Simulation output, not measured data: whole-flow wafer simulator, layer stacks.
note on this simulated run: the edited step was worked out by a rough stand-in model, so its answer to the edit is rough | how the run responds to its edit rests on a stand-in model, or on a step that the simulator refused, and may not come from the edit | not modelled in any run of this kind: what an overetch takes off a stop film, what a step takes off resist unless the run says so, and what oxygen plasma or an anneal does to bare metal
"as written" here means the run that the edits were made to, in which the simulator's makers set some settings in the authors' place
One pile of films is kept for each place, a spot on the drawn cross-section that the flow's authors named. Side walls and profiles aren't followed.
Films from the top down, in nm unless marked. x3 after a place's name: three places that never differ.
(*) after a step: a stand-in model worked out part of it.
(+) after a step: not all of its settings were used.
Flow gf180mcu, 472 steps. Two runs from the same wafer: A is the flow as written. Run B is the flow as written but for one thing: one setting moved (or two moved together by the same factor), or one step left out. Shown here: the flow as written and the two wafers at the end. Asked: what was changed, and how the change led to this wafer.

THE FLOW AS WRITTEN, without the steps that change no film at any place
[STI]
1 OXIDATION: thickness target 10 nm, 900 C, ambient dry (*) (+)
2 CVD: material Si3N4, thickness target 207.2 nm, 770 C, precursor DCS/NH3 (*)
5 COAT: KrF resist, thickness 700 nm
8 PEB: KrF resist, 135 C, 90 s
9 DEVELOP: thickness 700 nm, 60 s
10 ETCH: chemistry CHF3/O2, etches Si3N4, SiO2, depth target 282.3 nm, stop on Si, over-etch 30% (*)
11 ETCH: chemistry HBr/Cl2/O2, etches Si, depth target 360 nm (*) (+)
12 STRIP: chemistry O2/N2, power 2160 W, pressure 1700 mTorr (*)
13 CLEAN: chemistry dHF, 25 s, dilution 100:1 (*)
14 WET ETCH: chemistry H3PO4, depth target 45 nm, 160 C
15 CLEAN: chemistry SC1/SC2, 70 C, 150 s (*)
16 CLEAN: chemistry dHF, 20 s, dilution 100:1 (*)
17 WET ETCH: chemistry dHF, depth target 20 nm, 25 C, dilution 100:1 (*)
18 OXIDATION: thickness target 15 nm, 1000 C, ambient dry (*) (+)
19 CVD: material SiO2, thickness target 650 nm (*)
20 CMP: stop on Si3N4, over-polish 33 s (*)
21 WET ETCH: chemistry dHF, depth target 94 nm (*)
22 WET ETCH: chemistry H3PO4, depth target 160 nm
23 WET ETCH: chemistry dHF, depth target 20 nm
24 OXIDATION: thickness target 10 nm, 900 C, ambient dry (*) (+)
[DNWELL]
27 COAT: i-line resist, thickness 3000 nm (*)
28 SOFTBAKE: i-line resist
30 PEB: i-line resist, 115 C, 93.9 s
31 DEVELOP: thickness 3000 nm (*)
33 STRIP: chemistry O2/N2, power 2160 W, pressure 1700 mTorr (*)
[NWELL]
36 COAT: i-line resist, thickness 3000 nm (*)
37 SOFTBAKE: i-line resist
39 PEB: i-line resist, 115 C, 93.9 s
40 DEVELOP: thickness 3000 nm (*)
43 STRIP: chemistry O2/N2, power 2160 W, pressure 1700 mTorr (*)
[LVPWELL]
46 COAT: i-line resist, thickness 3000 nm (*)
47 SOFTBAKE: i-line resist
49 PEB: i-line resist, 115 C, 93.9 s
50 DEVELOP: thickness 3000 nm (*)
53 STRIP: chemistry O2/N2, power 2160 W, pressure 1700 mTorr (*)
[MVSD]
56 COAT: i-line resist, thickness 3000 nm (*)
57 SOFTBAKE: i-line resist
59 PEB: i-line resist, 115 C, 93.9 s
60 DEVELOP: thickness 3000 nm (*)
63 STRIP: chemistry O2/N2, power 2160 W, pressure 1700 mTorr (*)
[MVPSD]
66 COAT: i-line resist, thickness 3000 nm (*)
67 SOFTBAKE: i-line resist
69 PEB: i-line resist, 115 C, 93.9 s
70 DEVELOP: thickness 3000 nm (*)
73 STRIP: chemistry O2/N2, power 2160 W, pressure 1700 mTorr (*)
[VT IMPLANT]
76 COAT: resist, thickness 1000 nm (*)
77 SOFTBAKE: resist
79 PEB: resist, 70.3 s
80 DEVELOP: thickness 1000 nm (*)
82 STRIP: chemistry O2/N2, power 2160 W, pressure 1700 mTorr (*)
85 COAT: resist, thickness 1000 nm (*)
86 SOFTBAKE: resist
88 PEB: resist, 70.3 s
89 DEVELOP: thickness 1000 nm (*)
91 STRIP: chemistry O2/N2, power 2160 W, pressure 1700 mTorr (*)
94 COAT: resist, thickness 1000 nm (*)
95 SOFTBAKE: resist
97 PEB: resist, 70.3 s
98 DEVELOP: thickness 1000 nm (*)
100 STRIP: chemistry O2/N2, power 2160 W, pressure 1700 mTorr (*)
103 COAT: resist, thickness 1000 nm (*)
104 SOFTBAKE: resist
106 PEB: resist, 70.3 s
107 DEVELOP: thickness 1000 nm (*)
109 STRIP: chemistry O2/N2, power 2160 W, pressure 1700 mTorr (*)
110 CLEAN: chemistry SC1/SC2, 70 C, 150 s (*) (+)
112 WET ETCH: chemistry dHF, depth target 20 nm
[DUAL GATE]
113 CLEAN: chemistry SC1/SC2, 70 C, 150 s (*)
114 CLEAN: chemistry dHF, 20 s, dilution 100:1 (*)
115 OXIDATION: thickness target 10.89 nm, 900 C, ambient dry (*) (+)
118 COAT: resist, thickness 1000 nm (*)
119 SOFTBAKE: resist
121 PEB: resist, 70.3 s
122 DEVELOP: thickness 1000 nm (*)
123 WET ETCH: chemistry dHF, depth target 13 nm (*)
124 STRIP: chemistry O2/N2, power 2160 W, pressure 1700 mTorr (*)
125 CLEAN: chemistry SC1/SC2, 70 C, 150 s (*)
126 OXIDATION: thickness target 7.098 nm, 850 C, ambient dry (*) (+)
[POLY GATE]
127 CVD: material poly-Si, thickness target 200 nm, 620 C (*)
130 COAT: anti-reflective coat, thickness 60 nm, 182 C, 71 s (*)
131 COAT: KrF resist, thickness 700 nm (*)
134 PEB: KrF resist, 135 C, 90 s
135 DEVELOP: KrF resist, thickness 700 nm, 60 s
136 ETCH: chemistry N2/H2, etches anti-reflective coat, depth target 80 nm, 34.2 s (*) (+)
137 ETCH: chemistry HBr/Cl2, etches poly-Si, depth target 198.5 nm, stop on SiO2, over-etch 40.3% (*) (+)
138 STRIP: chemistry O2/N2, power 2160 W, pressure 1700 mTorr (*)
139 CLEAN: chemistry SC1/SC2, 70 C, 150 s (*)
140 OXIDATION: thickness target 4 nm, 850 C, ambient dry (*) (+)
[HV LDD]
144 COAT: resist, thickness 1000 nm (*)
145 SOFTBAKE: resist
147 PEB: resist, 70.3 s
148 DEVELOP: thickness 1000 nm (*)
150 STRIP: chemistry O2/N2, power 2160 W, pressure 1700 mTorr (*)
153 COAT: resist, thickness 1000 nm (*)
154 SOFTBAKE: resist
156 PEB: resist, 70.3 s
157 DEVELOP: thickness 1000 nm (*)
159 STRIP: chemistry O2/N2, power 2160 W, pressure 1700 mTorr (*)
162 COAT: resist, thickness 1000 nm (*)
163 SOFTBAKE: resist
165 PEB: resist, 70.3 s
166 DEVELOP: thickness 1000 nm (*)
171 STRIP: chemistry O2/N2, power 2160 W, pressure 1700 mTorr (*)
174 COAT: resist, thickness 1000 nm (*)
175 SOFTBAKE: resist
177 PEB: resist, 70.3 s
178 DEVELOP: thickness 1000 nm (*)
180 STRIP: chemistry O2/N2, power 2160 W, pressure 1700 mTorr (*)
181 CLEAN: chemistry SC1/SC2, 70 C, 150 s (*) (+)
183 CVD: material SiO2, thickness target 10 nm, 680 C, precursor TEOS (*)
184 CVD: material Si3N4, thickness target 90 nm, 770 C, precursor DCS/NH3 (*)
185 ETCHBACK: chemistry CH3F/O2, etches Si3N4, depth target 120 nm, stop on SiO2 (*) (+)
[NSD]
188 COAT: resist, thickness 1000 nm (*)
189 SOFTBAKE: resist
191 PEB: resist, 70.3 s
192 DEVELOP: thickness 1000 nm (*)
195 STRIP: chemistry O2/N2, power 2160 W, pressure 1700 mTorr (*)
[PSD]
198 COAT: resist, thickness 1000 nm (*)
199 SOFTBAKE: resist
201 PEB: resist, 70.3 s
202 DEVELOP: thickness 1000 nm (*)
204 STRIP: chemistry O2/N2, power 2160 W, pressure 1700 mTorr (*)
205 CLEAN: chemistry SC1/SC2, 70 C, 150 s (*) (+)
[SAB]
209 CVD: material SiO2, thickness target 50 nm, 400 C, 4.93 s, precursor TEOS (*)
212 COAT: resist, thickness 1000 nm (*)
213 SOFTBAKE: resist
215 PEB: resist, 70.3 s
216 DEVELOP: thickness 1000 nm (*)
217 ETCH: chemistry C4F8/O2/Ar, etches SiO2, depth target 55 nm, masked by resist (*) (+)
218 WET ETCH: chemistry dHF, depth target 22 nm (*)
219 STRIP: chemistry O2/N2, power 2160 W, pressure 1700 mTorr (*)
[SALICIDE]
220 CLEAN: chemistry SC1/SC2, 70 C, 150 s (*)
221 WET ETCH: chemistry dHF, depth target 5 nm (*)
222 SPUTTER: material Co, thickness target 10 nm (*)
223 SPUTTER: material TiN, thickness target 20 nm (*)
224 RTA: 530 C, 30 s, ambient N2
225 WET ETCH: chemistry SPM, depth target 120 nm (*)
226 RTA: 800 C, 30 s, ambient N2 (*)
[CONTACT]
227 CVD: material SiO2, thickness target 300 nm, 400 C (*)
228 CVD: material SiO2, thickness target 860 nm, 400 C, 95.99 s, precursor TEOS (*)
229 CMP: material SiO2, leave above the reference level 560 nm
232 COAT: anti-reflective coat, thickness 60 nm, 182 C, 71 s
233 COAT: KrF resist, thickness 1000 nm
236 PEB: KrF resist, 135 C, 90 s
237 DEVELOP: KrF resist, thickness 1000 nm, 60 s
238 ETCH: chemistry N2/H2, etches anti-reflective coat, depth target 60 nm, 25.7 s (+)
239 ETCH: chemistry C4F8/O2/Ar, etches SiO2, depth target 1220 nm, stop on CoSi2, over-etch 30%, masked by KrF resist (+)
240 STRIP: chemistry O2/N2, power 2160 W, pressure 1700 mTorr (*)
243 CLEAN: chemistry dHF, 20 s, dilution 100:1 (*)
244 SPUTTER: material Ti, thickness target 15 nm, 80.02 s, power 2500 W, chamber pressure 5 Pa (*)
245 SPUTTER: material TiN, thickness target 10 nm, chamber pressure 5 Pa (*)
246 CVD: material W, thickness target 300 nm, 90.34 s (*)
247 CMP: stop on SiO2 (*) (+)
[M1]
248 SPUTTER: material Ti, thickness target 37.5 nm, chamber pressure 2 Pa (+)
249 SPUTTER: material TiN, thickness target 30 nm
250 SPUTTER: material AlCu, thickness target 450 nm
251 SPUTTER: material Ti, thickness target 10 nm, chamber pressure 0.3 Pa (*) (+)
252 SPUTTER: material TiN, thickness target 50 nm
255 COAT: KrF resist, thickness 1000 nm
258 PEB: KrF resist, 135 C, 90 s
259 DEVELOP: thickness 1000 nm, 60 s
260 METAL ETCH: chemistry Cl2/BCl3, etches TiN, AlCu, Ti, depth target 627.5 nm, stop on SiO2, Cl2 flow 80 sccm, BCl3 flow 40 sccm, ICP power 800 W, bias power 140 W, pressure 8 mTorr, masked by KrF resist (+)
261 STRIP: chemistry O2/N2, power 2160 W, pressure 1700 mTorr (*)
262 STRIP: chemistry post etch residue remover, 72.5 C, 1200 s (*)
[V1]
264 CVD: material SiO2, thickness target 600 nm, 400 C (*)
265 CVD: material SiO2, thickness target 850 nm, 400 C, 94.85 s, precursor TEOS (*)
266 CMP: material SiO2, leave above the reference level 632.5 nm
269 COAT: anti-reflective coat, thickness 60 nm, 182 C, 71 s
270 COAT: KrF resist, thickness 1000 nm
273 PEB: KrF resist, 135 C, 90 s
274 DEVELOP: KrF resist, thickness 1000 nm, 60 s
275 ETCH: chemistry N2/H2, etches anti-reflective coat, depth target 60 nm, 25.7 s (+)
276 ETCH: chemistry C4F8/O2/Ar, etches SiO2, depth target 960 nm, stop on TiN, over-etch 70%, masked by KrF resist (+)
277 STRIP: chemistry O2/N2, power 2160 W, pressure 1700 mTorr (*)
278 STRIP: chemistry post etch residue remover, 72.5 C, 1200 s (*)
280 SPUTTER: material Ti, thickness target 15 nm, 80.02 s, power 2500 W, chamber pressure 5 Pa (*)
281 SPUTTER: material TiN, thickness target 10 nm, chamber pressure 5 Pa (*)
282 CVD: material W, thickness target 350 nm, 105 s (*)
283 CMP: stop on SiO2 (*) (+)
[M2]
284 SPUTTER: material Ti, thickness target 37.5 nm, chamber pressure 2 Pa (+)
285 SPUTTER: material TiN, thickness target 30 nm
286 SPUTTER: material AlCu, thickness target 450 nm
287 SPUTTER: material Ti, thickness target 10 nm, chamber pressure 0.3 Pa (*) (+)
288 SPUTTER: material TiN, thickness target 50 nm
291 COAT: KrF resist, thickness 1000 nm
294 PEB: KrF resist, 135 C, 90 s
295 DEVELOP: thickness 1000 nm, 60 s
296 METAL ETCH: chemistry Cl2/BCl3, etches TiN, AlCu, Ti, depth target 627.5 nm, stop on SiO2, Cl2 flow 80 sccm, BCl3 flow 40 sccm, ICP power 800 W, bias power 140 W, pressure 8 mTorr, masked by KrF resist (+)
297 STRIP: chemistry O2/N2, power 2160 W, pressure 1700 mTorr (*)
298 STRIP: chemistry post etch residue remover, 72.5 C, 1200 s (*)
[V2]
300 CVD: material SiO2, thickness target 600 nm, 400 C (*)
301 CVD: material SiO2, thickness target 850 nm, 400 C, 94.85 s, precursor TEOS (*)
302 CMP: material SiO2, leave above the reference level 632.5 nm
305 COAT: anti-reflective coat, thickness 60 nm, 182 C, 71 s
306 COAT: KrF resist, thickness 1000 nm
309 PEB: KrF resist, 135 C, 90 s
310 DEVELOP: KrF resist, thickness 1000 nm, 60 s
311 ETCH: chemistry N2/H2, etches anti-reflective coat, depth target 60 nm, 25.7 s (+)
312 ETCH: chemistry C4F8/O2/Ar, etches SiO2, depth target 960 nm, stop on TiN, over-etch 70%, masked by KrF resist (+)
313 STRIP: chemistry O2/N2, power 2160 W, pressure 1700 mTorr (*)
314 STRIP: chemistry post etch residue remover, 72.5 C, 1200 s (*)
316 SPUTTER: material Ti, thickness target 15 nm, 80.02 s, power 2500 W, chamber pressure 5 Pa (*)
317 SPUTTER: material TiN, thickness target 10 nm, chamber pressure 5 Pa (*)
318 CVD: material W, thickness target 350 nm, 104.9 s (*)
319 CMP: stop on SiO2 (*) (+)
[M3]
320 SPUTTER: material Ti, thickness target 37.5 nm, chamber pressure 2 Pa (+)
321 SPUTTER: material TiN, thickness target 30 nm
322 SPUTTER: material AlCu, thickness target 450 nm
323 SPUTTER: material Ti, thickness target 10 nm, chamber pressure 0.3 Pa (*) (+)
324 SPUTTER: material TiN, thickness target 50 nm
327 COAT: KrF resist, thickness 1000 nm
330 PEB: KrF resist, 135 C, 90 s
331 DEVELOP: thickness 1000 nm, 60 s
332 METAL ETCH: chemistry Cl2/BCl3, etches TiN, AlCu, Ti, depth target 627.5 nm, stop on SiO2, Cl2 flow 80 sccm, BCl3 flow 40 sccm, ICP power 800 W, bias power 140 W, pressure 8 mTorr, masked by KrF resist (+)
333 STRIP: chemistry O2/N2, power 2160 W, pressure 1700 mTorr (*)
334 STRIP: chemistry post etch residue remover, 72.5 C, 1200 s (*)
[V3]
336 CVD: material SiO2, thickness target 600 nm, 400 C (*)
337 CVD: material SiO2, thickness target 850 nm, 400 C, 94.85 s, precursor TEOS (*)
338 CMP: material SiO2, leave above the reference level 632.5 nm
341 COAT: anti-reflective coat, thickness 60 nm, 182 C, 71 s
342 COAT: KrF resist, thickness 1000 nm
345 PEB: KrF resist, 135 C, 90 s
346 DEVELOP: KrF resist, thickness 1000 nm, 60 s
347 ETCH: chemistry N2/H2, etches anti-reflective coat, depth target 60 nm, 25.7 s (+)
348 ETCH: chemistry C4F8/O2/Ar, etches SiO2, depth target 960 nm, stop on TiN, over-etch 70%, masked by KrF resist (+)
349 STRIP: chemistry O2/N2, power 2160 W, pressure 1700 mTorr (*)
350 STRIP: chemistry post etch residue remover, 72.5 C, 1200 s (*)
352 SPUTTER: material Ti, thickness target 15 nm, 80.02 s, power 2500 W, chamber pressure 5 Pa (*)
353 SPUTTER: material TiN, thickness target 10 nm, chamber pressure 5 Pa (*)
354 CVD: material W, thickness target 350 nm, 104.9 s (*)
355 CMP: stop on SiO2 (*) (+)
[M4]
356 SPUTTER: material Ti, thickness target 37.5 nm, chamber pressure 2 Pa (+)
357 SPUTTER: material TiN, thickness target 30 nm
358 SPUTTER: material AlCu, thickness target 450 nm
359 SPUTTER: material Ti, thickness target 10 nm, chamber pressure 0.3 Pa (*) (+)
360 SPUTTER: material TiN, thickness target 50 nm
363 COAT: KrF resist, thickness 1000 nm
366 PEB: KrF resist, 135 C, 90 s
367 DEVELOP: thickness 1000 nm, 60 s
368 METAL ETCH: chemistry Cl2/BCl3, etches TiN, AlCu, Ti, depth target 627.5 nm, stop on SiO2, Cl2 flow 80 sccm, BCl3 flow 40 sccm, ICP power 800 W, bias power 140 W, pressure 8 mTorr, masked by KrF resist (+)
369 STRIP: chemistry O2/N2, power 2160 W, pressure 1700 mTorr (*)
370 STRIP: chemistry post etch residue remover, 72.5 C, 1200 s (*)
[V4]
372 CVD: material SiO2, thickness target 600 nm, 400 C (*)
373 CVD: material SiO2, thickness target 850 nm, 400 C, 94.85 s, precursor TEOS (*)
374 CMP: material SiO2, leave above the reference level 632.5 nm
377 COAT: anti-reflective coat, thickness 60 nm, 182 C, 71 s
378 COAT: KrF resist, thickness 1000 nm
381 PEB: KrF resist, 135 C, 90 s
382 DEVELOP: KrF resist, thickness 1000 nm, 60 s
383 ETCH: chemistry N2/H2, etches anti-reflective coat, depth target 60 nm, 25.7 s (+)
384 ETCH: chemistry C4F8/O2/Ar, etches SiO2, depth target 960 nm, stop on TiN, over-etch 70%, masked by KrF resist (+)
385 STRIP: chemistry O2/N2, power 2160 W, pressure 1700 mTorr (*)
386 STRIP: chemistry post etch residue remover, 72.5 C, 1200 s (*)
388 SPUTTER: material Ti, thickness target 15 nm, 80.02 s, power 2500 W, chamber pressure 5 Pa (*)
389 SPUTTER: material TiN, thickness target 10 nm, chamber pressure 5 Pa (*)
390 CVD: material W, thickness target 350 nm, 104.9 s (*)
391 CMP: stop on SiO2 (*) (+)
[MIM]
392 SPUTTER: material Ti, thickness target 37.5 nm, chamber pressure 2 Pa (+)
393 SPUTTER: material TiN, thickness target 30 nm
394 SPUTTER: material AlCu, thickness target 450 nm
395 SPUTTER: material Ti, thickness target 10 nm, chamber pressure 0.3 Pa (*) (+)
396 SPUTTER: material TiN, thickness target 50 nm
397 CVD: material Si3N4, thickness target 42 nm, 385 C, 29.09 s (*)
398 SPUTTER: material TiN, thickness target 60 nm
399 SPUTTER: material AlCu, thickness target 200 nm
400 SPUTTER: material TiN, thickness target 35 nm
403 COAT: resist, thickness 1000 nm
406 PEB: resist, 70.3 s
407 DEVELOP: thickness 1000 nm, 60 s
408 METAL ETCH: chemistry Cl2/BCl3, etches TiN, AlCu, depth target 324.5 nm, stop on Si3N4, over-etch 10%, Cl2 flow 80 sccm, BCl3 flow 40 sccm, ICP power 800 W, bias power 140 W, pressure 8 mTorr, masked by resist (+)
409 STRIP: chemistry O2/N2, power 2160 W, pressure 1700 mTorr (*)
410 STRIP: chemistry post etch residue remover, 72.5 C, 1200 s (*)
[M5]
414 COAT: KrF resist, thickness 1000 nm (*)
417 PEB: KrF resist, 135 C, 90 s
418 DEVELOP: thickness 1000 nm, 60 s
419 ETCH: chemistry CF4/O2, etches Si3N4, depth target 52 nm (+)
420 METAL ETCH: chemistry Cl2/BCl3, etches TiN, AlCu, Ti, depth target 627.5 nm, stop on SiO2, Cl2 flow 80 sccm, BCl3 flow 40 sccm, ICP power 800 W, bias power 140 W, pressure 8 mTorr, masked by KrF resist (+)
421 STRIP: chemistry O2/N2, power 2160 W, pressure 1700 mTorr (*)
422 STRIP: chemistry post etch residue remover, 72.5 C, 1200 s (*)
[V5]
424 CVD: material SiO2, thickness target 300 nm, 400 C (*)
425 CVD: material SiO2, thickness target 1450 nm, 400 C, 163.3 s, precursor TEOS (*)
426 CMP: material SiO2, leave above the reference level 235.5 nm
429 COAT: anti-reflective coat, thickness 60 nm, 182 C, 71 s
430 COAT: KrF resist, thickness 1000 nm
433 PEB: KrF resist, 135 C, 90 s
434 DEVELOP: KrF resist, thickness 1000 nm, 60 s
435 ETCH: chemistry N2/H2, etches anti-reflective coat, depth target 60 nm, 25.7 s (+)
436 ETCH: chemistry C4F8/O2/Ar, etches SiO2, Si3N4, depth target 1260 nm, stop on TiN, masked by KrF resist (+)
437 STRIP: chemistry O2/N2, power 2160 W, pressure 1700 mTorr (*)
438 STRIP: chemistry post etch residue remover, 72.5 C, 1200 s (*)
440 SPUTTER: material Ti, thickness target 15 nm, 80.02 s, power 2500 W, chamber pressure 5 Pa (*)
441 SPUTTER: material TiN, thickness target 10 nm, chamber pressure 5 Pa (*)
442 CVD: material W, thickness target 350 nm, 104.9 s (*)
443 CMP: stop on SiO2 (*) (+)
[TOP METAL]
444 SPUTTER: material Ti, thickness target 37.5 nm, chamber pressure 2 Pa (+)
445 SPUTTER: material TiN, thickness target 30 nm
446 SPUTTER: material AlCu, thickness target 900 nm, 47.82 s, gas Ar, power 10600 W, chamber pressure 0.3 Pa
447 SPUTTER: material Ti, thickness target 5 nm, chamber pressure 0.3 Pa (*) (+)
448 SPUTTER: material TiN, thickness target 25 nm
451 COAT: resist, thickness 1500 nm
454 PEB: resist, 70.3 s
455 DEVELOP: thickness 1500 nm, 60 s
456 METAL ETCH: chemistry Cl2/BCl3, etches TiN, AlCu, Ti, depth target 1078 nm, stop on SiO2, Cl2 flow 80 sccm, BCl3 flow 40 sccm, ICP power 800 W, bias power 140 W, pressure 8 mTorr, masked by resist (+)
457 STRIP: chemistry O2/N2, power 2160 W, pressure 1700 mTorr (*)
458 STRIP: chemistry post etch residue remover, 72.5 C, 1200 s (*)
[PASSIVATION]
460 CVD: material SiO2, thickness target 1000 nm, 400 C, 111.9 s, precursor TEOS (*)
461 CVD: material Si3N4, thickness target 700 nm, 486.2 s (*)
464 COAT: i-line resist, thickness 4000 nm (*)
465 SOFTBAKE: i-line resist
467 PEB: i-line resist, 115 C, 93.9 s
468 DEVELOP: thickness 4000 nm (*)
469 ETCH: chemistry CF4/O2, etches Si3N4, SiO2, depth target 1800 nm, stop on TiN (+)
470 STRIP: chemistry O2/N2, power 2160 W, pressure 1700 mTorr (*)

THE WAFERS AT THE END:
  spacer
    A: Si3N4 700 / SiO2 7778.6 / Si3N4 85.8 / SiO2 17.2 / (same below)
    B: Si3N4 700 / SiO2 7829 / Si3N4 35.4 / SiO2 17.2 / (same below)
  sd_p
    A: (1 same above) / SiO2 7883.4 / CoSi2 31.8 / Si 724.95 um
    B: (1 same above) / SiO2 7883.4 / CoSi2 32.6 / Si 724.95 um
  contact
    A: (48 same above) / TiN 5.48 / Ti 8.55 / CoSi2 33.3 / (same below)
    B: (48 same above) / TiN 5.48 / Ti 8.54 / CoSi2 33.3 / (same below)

The cause: step 184, CVD: thickness target 39.6 nm was run, where the flow has thickness target 90 nm.

How the change led to this, step by step:
  184 CVD: material Si3N4, thickness target 90 nm, 770 C, precursor DCS/NH3 (*)
      field, field__w1, field__w2 and 101 more: A Si3N4 +90 (new film) | B Si3N4 +39.6 (new film)
  185 ETCHBACK: chemistry CH3F/O2, etches Si3N4, depth target 120 nm, stop on SiO2 (*) (+)
      field, field__w1, field__w2 and 100 more: A Si3N4 -90 (all of it), SiO2 -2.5 | B Si3N4 -39.6 (all of it), SiO2 -6.7
  188 COAT: resist, thickness 1000 nm (*)
      spacer: A resist +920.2 (new film) | B resist +966.1 (new film)
  189 SOFTBAKE: resist
      ld_drn_p: A resist -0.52 | B nothing
      field: A resist +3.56 | B resist +2.95
      (and at 28 more places)
  191 PEB: resist, 70.3 s
      spacer: A resist -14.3 | B resist -15.3
  192 DEVELOP: thickness 1000 nm (*)
      spacer: A resist -905.9 (all of it) | B resist -950.7 (all of it)
  198 COAT: resist, thickness 1000 nm (*)
      spacer: A resist +920.2 (new film) | B resist +966.1 (new film)
  199 SOFTBAKE: resist
      ld_drn_p: A resist -0.52 | B nothing
      field: A resist +3.56 | B resist +2.95
      (and at 28 more places)
  201 PEB: resist, 70.3 s
      spacer: A resist -14.3 | B resist -15.3
  204 STRIP: chemistry O2/N2, power 2160 W, pressure 1700 mTorr (*)
      spacer: A resist -905.9 (all of it) | B resist -950.7 (all of it)
  212 COAT: resist, thickness 1000 nm (*)
      spacer: A resist +919.4 (new film) | B resist +965.2 (new film)
  213 SOFTBAKE: resist
      field__w9: A resist -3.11 | B resist +6.4
      field__w11: A resist -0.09 | B resist +0.43
      (and at 25 more places)
  215 PEB: resist, 70.3 s
      spacer: A resist -14.3 | B resist -15.3
  216 DEVELOP: thickness 1000 nm (*)
      spacer: A resist -905.1 (all of it) | B resist -949.9 (all of it)
  218 WET ETCH: chemistry dHF, depth target 22 nm (*)
      gate, gate_hv, gate_p and 23 more: A SiO2 -5.48 (all of it) | B SiO2 -1.28 (all of it)
      active, p_well, sd_n, iso_ptap_pw, iso_ntap_nw, iso_ptap_sub, vpnp_e: A SiO2 -9.01 (all of it) | B SiO2 -4.81 (all of it)
      (and at 16 more places)
  222 SPUTTER: material Co, thickness target 10 nm (*)
      field__w2: A Co +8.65 (new film) | B Co +9.27 (new film)
      field__w3: A Co +8.06 (new film) | B Co +8.89 (new film)
      (and at 5 more places)
  ... 4 more steps ...
  229 CMP: material SiO2, leave above the reference level 560 nm
      field__w2: A SiO2 -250 | B SiO2 -244.9
      field__w3: A SiO2 -232.3 | B SiO2 -227.1
      (and at 3 more places)
